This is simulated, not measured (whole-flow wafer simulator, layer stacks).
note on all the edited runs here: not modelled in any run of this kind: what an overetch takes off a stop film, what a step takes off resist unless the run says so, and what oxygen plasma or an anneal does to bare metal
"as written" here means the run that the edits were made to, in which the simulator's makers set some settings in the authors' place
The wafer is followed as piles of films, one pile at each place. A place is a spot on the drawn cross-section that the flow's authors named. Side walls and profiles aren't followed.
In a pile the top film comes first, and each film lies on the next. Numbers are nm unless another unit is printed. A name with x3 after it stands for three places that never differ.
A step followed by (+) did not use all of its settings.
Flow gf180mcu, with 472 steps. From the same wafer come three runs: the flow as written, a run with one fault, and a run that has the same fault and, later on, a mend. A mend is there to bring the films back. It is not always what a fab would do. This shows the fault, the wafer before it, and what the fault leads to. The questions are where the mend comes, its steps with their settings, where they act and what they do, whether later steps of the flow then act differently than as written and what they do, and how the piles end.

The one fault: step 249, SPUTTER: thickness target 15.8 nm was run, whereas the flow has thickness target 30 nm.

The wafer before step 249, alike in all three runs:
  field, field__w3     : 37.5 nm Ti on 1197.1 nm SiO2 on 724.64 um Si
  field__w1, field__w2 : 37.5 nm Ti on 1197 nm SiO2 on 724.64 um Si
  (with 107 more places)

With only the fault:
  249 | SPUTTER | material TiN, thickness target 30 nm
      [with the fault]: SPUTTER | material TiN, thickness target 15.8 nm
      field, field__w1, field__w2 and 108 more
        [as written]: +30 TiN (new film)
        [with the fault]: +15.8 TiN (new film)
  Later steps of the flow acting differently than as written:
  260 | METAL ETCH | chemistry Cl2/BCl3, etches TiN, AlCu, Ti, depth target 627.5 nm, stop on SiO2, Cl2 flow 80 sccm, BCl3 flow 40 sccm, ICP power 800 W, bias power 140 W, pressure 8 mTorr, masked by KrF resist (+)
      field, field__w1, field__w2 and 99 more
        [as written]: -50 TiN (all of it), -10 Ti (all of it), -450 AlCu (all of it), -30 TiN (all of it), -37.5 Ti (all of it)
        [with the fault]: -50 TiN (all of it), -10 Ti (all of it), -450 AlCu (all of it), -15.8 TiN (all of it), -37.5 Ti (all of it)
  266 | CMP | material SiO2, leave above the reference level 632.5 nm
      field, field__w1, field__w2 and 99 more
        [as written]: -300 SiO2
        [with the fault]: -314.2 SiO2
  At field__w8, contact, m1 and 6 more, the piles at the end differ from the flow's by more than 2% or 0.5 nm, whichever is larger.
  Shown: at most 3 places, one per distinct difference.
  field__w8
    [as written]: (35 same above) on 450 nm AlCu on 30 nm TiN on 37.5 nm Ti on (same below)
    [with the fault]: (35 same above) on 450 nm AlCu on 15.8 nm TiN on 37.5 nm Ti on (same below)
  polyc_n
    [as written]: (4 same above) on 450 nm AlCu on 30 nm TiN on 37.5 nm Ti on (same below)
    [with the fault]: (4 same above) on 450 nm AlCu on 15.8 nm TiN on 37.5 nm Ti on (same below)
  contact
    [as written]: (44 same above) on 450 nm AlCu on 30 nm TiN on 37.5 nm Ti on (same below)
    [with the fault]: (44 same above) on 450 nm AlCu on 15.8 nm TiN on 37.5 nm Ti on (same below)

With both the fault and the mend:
  After step 249 comes the mend.
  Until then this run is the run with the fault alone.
  249a | SPUTTER | material TiN, thickness target 14.2 nm (a further turn of the flow's step 249, with different settings)
      field, field__w1, field__w2 and 108 more
        +14.2 TiN
  None of the later steps of the flow acts differently than as written at any place that is followed.
  The piles end the same as the flow's at every place that both follow.
